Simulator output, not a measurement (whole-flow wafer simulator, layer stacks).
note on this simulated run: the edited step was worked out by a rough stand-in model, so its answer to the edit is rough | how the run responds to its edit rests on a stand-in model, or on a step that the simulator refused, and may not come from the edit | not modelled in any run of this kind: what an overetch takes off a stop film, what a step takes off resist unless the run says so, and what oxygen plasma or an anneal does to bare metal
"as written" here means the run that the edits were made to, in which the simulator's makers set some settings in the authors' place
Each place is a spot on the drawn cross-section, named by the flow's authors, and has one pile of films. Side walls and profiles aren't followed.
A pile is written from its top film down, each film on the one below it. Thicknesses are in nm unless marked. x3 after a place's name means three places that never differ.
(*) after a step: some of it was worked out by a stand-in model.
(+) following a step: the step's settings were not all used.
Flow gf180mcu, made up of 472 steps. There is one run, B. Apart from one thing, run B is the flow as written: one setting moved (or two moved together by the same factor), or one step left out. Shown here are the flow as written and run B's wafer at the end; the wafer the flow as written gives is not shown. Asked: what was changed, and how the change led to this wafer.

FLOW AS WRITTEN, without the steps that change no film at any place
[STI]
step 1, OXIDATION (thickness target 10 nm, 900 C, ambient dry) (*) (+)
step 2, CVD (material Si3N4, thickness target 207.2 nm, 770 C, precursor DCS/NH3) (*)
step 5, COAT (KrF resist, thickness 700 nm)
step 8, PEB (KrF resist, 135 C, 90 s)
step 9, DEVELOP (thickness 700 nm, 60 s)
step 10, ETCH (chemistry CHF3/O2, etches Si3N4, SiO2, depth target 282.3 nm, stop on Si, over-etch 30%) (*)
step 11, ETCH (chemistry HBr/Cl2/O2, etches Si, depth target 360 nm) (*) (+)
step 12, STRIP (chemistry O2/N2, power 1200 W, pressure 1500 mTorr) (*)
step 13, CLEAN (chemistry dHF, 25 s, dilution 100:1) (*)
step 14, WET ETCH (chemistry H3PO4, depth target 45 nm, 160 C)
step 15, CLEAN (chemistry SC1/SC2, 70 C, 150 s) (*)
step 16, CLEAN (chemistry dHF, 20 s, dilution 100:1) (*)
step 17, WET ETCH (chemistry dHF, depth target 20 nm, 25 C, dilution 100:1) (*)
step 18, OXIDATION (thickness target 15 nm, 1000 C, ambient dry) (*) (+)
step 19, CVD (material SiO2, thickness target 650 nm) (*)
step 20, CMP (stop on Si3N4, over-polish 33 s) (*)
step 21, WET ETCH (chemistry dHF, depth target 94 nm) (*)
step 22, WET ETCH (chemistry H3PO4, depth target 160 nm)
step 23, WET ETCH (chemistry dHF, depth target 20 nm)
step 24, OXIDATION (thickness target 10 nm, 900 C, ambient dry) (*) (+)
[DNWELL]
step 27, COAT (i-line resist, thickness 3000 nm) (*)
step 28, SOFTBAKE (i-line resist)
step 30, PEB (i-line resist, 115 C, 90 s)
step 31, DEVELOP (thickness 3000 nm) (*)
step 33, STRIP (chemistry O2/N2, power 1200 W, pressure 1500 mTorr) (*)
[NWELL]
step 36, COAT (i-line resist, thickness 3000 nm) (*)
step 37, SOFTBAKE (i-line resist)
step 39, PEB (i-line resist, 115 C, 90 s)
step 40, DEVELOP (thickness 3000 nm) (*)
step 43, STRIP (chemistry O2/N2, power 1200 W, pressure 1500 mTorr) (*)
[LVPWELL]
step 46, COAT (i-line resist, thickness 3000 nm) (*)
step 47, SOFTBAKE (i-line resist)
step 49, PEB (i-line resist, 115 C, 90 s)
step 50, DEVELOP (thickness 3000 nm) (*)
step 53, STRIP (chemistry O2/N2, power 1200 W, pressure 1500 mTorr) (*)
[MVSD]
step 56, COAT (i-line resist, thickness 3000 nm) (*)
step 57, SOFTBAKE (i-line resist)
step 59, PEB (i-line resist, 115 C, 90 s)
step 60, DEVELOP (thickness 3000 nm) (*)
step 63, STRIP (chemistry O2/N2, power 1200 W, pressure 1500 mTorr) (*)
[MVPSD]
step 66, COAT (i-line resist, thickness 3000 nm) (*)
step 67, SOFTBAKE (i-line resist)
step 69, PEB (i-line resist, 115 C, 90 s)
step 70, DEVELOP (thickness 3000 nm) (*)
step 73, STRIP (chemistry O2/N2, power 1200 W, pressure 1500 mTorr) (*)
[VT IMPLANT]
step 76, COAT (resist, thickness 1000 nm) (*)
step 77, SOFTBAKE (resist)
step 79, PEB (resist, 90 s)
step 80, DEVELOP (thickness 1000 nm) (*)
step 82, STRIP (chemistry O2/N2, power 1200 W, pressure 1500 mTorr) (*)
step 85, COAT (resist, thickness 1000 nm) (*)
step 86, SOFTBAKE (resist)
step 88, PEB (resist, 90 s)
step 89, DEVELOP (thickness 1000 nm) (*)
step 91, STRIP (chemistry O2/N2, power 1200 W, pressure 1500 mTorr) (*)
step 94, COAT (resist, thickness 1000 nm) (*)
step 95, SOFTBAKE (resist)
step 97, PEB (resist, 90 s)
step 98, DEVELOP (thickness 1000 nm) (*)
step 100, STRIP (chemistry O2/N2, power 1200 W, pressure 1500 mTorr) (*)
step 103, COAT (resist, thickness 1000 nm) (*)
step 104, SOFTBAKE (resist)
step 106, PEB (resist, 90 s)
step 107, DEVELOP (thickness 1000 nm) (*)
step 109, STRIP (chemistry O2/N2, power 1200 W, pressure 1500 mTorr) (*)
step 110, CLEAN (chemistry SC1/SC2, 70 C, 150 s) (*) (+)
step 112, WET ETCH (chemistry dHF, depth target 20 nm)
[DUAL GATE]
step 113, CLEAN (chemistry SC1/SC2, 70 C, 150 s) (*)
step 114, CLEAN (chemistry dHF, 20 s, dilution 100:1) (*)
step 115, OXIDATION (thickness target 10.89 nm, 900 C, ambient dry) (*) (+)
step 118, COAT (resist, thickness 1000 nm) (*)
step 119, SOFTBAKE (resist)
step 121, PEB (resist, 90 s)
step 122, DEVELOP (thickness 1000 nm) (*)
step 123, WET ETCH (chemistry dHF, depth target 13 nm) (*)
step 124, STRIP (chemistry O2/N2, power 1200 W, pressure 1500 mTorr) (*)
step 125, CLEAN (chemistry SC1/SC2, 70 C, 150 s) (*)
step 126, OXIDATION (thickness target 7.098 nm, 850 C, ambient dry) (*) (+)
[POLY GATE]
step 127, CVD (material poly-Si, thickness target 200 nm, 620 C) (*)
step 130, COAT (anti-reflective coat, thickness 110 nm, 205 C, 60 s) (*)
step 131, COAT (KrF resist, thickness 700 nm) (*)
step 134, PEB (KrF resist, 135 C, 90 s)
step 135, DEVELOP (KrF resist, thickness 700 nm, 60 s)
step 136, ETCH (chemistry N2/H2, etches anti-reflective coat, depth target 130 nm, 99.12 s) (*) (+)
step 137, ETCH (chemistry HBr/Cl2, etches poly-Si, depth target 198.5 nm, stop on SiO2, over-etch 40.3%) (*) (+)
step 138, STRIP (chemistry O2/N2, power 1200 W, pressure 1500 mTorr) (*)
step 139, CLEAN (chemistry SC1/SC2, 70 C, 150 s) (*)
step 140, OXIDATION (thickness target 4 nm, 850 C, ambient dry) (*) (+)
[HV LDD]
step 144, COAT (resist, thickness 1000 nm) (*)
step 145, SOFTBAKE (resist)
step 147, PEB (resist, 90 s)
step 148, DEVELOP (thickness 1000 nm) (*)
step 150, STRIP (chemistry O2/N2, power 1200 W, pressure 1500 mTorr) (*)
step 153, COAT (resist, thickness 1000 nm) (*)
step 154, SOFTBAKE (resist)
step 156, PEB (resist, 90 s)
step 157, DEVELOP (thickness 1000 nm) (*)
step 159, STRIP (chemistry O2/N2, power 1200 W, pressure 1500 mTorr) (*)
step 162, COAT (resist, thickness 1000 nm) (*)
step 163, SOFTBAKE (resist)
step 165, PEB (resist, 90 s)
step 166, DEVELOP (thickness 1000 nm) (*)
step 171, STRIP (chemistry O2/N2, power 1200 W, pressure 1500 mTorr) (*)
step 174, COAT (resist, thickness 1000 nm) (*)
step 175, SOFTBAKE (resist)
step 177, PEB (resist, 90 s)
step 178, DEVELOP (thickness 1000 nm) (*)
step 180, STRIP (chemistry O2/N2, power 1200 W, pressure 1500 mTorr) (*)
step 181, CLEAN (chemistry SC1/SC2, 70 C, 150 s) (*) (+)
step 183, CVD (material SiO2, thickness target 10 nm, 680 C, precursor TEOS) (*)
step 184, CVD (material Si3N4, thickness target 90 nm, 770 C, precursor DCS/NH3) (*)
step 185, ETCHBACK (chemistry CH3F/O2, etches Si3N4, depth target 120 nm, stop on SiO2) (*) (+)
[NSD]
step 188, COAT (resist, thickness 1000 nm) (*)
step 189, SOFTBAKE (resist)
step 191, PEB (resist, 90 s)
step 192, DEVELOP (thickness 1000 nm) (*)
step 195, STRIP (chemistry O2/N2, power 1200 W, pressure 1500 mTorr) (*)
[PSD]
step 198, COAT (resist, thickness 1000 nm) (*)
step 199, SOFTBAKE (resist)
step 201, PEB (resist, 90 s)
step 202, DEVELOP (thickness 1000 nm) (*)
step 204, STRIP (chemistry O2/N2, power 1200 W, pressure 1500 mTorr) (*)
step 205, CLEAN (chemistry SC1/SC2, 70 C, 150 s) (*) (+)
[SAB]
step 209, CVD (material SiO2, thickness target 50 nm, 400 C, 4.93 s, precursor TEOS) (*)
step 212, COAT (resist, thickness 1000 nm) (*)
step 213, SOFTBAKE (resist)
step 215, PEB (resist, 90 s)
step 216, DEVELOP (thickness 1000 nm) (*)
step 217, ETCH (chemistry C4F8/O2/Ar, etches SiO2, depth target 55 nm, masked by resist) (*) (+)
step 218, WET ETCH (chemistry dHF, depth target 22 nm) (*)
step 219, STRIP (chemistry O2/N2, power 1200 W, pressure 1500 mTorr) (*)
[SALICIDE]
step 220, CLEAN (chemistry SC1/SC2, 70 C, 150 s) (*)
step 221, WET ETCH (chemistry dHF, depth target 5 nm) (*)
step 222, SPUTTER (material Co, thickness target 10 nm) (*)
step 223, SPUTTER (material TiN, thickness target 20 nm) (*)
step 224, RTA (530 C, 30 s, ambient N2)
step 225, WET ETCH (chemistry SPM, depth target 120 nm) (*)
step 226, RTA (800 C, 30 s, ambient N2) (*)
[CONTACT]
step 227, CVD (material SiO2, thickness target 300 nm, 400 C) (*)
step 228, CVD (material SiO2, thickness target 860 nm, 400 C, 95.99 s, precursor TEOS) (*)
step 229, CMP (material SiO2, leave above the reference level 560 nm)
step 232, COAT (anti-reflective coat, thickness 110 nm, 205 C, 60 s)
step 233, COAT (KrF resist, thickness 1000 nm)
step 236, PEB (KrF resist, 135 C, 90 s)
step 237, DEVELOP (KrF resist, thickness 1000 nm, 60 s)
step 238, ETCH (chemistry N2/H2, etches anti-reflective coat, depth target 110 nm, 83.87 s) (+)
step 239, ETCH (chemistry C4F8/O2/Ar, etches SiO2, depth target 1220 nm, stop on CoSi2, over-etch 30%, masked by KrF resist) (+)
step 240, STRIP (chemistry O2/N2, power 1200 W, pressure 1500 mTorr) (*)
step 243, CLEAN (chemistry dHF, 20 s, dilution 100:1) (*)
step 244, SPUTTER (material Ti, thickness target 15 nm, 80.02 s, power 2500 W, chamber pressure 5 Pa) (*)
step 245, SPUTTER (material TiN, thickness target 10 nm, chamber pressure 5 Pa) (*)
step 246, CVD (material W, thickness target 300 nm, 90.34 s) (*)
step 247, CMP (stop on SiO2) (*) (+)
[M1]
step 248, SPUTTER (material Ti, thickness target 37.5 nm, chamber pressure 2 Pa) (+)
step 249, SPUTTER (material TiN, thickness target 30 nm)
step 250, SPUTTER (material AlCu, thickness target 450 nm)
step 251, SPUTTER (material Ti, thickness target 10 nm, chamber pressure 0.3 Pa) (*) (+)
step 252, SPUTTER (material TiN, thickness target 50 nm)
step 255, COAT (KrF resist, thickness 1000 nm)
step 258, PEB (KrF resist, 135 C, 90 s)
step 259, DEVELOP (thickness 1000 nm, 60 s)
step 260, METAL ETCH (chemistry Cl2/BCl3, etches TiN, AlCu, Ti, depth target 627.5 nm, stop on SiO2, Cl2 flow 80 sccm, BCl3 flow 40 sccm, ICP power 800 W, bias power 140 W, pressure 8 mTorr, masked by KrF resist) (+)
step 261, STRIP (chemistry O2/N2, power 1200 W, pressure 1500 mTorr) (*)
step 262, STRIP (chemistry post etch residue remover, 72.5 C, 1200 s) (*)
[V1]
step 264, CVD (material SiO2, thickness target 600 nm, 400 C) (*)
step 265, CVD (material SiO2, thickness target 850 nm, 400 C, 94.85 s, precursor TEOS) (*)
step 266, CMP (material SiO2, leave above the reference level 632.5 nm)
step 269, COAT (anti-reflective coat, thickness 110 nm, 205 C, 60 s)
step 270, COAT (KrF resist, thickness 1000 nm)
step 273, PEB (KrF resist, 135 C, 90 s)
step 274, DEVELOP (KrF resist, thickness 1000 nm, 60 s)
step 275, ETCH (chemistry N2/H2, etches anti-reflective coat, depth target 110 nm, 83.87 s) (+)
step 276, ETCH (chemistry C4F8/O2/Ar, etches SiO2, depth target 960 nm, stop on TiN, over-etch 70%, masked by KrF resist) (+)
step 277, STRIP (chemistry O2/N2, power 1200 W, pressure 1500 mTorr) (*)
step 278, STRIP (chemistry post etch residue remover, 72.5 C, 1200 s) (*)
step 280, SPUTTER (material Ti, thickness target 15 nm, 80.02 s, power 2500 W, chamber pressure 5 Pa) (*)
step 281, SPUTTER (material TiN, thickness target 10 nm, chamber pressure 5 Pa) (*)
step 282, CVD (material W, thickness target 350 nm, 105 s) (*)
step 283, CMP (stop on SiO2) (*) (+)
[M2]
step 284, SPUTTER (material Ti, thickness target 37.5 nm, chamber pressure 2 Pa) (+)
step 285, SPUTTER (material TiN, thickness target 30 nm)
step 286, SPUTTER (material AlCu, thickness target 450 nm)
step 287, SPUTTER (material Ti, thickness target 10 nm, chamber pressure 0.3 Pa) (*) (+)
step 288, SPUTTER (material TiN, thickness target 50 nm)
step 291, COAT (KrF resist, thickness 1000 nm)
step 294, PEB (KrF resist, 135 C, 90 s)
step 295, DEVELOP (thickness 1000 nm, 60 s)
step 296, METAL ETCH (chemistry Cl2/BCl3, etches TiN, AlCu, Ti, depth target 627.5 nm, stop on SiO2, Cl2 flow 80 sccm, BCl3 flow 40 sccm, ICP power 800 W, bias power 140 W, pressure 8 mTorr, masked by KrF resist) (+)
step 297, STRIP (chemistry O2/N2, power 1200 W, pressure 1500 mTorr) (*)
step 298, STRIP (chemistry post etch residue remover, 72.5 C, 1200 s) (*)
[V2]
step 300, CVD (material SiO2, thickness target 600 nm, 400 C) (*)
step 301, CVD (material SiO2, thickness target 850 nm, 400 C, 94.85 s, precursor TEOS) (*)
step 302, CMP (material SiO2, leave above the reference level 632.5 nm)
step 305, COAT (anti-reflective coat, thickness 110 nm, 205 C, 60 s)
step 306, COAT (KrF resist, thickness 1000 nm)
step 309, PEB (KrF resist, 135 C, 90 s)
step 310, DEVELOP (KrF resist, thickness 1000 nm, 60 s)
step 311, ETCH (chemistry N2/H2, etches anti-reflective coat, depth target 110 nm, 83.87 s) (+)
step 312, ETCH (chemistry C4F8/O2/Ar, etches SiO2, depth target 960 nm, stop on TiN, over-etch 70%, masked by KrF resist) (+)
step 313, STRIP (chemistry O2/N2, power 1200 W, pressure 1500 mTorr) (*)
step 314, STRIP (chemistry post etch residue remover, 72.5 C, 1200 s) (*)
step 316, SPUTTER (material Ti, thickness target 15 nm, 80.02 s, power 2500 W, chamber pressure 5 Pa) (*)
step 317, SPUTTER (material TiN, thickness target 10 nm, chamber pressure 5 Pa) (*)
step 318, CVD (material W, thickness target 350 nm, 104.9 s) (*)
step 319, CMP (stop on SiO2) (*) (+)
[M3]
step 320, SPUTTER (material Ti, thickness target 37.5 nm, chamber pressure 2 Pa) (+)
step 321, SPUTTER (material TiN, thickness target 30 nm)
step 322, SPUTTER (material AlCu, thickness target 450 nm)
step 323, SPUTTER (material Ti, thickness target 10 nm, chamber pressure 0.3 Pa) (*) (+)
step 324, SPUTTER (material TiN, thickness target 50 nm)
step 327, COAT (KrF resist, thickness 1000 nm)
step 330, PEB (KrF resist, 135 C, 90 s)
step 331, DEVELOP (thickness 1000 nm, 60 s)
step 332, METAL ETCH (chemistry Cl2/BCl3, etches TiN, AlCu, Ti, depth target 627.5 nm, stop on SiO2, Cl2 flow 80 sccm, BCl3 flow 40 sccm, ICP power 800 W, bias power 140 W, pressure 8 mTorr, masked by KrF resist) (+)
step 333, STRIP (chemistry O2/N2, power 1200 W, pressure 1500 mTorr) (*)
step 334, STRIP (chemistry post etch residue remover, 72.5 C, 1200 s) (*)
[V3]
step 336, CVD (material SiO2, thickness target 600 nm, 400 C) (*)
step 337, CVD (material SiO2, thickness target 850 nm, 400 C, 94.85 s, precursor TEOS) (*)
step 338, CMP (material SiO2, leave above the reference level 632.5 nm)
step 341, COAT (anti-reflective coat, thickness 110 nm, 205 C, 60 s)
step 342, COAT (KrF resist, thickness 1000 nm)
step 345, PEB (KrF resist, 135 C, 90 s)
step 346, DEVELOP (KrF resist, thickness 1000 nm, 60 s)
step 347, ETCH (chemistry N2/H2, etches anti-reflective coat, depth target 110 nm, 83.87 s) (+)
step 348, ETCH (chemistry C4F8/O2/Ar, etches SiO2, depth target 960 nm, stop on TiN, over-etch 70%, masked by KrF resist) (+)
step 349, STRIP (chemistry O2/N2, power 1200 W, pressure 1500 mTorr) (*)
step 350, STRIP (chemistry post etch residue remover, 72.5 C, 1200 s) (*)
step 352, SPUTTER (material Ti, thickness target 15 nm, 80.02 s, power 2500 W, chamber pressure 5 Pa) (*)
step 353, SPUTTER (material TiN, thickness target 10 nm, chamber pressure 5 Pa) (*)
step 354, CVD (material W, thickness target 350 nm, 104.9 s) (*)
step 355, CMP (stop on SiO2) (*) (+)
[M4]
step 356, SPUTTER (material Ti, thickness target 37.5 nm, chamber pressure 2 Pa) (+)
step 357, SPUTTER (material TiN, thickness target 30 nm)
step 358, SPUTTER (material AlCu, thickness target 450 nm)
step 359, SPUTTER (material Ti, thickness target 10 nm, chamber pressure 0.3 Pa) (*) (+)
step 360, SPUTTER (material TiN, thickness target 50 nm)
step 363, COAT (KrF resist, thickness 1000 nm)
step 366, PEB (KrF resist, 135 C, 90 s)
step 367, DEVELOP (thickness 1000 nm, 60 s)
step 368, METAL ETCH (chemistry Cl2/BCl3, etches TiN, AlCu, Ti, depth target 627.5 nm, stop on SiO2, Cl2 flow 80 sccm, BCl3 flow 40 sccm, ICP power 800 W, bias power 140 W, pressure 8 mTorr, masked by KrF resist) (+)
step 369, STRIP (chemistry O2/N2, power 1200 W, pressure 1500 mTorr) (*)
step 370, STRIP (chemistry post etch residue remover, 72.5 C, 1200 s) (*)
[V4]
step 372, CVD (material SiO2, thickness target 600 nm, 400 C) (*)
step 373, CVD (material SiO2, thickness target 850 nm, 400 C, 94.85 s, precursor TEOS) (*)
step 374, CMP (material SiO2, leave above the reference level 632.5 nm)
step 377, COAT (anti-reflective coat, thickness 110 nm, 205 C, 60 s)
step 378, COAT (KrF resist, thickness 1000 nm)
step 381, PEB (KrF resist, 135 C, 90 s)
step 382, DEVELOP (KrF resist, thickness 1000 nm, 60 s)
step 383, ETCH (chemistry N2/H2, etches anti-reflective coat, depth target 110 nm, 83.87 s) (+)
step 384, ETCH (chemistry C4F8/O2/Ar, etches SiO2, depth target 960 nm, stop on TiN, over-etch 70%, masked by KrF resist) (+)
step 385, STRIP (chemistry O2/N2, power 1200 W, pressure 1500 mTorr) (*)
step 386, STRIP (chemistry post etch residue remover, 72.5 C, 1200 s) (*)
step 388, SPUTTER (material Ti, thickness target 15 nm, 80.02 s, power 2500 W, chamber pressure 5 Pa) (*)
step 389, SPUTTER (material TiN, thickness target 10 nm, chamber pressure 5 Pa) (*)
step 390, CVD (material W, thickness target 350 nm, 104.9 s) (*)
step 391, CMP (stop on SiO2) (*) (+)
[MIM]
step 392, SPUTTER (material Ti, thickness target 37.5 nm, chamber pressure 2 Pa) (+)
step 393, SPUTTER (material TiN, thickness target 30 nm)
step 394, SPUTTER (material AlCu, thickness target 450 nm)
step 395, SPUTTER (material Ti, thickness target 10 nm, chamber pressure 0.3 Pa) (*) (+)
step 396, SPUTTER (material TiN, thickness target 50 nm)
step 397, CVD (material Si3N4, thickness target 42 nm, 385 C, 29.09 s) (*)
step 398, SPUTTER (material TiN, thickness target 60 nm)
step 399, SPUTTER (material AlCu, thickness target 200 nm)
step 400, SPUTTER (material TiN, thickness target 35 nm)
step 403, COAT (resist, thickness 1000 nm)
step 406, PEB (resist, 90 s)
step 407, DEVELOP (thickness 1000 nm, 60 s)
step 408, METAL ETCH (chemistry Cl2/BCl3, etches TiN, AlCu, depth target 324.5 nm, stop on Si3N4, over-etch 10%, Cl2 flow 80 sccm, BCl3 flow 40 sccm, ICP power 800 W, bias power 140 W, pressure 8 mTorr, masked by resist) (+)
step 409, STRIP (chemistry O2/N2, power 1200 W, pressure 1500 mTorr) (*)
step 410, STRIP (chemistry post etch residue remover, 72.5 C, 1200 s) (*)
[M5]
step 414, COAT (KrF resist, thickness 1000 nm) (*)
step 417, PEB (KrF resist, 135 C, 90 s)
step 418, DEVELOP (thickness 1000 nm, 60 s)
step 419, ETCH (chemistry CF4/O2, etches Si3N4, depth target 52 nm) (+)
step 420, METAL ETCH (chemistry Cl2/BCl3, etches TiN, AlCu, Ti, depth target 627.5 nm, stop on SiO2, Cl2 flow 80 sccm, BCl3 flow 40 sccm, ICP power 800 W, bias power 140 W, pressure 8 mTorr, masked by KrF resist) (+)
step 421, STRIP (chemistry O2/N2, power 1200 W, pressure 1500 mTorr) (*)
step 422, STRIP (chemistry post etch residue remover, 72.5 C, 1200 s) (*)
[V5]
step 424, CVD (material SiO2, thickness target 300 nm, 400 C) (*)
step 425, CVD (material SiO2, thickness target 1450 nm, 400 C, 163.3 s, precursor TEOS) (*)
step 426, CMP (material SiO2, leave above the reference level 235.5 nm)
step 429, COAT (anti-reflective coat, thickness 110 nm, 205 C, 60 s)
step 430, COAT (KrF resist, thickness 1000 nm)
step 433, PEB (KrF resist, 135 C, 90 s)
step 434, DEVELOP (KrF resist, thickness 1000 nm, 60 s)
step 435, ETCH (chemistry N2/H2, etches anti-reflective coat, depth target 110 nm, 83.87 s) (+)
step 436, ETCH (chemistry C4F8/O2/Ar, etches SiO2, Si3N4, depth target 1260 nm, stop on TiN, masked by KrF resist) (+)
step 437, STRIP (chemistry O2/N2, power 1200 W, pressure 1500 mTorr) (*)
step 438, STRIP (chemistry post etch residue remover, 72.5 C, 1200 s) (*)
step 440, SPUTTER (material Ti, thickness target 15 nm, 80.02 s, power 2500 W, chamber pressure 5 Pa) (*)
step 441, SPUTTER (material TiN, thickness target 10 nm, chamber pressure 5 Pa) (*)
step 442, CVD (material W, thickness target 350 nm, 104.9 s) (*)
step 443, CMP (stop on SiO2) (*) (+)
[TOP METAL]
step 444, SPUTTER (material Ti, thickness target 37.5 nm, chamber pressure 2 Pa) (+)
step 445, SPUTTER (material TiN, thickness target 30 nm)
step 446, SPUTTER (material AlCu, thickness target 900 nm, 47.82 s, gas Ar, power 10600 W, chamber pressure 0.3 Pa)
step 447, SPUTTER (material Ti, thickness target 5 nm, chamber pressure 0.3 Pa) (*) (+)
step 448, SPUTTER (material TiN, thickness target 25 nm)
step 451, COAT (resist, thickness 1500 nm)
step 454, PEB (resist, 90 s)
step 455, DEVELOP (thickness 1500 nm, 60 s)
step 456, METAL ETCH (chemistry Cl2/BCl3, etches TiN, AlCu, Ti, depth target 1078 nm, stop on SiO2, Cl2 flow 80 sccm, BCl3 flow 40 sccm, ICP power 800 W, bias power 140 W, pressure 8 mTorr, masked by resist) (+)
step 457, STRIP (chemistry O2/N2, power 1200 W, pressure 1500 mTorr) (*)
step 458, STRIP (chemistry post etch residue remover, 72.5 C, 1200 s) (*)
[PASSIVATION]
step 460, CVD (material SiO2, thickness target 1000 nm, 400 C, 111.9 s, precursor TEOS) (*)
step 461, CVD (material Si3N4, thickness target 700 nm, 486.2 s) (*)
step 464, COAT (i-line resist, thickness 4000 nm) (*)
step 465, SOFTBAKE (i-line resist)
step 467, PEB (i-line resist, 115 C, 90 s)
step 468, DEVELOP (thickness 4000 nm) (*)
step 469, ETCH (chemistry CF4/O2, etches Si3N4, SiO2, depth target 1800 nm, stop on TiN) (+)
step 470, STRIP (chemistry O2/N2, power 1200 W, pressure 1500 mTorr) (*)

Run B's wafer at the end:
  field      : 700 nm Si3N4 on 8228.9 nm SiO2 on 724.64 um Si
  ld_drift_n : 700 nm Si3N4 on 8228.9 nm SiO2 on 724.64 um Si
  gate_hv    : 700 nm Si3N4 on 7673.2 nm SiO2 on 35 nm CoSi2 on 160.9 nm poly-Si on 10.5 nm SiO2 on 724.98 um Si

Cause: step 115, OXIDATION: thickness target 6.532 nm was run, while the flow as written has thickness target 10.89 nm.

The path from the change to this, step by step:
  step 115, OXIDATION (thickness target 10.89 nm, 900 C, ambient dry) (*) (+)
      active, n_well, p_well and 40 more: SiO2 gains 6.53 (new film), Si loses 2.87 (in the flow as written it would be: SiO2 gains 10.9 (new film), Si loses 4.79)
      sti, mim_1p0, pad and 23 more: SiO2 gains 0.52, Si loses 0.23 (in the flow as written it would be: SiO2 gains 1.22, Si loses 0.54)
      (and at 23 other places as well)
  step 123, WET ETCH (chemistry dHF, depth target 13 nm) (*)
      active, n_well, p_well and 12 more: SiO2 loses 6.53 (all of it) (in the flow as written it would be: SiO2 loses 10.9 (all of it))
  step 126, OXIDATION (thickness target 7.098 nm, 850 C, ambient dry) (*) (+)
      gate_hv, active_hv, active_nat and 25 more: SiO2 gains 4.29, Si loses 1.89 (in the flow as written it would be: SiO2 gains 3.72, Si loses 1.64)
  step 145, SOFTBAKE (resist)
      active_nat: resist gains 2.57 (in the flow as written it would be: resist gains 1.52)
  step 154, SOFTBAKE (resist)
      active_nat: resist gains 2.57 (in the flow as written it would be: resist gains 1.52)
  step 163, SOFTBAKE (resist)
      active_nat: resist gains 2.57 (in the flow as written it would be: resist gains 1.52)
  step 175, SOFTBAKE (resist)
      active_nat: resist gains 2.57 (in the flow as written it would be: resist gains 1.52)
  step 189, SOFTBAKE (resist)
      nw_enc_fld_lv__w3: resist loses 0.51 (in the flow as written it would be: resist gains 0.35)
      active_hv: resist gains 0.2 (in the flow as written it would be: resist gains 0.78)
      (and at 1 other place as well)
  step 199, SOFTBAKE (resist)
      nw_enc_fld_lv__w3: resist loses 0.51 (in the flow as written it would be: resist gains 0.35)
      active_hv: resist gains 0.2 (in the flow as written it would be: resist gains 0.78)
      (and at 1 other place as well)
  step 218, WET ETCH (chemistry dHF, depth target 22 nm) (*)
      ldn_tap, ldn_src, ldn_drn, ldp_tap, ldp_src, ldp_drn, ldp_gr: SiO2 loses 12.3 (all of it) (in the flow as written it would be: SiO2 loses 16 (all of it))
      ld_drn_n, ld_sd_p: SiO2 loses 11.1 (all of it) (in the flow as written it would be: SiO2 loses 14.8 (all of it))
      (and at 5 other places as well)
  step 223, SPUTTER (material TiN, thickness target 20 nm) (*)
      field__w12: TiN gains 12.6 (new film) (in the flow as written it would be: TiN gains 12 (new film))
  step 225, WET ETCH (chemistry SPM, depth target 120 nm) (*)
      field__w12: TiN loses 12.6 (all of it), Co loses 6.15 (all of it) (in the flow as written it would be: TiN loses 12 (all of it), Co loses 6.15 (all of it))
